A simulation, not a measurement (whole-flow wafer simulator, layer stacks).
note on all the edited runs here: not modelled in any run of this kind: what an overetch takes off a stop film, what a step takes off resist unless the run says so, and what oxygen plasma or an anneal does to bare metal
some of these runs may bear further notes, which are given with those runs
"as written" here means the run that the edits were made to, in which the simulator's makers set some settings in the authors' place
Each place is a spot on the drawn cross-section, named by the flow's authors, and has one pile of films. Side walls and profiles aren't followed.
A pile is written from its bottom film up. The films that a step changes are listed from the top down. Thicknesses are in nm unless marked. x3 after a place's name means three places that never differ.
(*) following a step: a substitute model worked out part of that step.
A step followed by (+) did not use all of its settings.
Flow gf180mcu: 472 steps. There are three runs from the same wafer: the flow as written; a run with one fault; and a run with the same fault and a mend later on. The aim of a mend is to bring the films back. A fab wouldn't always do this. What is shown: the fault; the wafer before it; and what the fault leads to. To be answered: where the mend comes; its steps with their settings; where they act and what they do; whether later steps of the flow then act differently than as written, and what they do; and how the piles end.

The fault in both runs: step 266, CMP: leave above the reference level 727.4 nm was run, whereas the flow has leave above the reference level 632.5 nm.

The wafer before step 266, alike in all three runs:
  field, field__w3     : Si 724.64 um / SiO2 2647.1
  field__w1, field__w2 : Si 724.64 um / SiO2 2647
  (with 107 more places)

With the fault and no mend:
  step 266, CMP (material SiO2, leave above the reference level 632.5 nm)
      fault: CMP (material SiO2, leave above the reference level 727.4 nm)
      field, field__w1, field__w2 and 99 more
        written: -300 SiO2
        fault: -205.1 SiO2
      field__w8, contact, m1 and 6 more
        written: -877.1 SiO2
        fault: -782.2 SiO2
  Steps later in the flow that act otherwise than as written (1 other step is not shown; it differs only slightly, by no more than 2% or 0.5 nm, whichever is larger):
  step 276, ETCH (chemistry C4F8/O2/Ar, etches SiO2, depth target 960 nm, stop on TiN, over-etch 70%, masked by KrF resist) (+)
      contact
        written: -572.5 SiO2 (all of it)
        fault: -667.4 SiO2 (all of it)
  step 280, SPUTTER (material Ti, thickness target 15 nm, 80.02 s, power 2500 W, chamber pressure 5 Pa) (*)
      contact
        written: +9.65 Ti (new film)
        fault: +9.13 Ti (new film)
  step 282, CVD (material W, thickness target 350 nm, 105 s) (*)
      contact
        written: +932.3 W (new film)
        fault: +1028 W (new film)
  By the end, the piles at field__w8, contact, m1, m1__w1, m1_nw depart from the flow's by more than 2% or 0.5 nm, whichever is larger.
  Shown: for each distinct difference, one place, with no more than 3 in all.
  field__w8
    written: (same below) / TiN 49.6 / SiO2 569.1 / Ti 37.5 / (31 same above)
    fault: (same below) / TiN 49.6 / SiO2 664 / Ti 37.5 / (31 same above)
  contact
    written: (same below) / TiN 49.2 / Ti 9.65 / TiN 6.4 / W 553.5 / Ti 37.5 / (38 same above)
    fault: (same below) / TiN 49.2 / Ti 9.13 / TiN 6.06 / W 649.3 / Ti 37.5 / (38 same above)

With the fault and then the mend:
  The mend stands after step 274.
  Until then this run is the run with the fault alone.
  step 274a, STRIP (chemistry O2/N2, power 2160 W, pressure 1700 mTorr) (*)
      field, field__w1, field__w2 and 107 more
        -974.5 KrF resist (all of it), -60 anti-reflective coat (all of it)
      contact
        -60 anti-reflective coat (all of it)
  step 274b, CMP (material SiO2, leave above the reference level 632.5 nm) (a further turn of the flow's step 266)
      field, field__w1, field__w2 and 108 more
        -94.9 SiO2
  step 274c, HMDS (120 C, 60 s) (a further turn of the flow's step 268)
      does not change any film at any place that is followed
  step 274d, COAT (anti-reflective coat, thickness 60 nm, 182 C, 71 s) (a further turn of the flow's step 269)
      field, field__w1, field__w2 and 108 more
        +60 anti-reflective coat (new film)
  step 274e, COAT (KrF resist, thickness 1000 nm) (a further turn of the flow's step 270)
      field, field__w1, field__w2 and 108 more
        +1000 KrF resist (new film)
  step 274f, SOFTBAKE (KrF resist) (a further turn of the flow's step 271)
      does not change any film at any place that is followed
  step 274g, EXPOSE (photomask Via1) (a further turn of the flow's step 272)
      does not change any film at any place that is followed
  step 274h, PEB (KrF resist, 135 C, 90 s) (a further turn of the flow's step 273)
      field, field__w1, field__w2 and 108 more
        -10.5 KrF resist
  step 274i, DEVELOP (KrF resist, thickness 1000 nm, 60 s) (a further turn of the flow's step 274)
      field, field__w1, field__w2 and 107 more
        -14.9 KrF resist
      contact
        -989.5 KrF resist (all of it)
  Every later step of the flow that is run acts as written at every place that is followed.
  By the end, the piles equal the flow's at every place that both follow.
